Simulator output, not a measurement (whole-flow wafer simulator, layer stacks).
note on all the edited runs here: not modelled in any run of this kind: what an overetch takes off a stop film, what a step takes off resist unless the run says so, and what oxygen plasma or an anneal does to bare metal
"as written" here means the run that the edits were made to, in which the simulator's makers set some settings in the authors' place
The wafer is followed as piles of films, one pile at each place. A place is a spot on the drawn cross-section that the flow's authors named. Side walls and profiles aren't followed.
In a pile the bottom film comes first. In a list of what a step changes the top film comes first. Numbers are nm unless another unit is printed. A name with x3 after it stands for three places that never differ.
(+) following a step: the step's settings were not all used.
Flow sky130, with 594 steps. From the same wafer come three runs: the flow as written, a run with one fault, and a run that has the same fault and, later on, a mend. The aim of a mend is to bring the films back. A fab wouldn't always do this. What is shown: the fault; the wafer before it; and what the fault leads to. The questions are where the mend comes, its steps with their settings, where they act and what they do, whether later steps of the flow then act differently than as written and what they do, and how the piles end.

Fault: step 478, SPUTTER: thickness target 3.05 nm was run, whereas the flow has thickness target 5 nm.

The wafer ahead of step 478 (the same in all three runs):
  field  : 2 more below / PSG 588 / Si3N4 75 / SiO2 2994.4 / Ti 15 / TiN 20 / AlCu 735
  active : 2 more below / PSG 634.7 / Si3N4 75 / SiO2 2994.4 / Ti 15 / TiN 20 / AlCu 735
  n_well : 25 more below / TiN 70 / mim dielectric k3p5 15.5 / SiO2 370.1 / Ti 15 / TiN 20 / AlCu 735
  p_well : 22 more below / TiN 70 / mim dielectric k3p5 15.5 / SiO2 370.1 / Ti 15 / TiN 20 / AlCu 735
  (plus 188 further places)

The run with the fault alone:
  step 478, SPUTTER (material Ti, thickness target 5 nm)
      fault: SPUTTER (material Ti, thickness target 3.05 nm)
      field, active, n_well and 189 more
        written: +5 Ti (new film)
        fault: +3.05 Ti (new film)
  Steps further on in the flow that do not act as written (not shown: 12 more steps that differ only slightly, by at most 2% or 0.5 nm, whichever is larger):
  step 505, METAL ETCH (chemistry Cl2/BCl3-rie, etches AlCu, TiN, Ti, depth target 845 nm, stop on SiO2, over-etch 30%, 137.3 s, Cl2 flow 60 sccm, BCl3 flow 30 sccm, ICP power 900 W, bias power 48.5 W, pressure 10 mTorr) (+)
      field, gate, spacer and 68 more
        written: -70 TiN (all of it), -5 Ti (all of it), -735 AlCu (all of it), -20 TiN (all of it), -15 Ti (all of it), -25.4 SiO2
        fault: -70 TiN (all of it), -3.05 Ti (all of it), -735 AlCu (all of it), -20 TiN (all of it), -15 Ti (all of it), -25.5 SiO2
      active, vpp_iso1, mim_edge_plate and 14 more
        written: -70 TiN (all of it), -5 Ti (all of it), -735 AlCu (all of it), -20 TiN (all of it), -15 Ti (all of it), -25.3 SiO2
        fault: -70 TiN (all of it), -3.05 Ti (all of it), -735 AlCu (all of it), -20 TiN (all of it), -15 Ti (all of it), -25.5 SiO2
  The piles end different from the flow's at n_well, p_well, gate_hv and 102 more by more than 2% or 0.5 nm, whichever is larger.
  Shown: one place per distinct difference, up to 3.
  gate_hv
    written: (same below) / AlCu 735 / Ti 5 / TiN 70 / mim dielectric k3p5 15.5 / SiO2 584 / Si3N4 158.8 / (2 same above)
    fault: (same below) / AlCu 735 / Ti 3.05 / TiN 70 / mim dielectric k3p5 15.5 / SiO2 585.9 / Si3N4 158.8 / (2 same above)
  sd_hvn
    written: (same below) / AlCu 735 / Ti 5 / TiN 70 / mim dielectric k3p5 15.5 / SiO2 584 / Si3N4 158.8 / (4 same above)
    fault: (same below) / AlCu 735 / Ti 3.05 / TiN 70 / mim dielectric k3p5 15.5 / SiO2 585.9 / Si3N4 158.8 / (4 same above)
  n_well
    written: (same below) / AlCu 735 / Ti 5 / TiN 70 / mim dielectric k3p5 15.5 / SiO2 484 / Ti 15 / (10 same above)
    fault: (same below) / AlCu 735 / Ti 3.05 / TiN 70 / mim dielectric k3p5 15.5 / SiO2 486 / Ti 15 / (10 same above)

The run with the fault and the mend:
  After step 478 comes the mend.
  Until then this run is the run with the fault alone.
  step 478a, SPUTTER (material Ti, thickness target 1.95 nm) (the flow's step 478, run once more with other settings)
      field, active, n_well and 189 more
        +1.95 Ti
  Later steps of the flow that are run all act as written at every place that is followed.
  At every place that both follow, the piles at the end match the flow's.
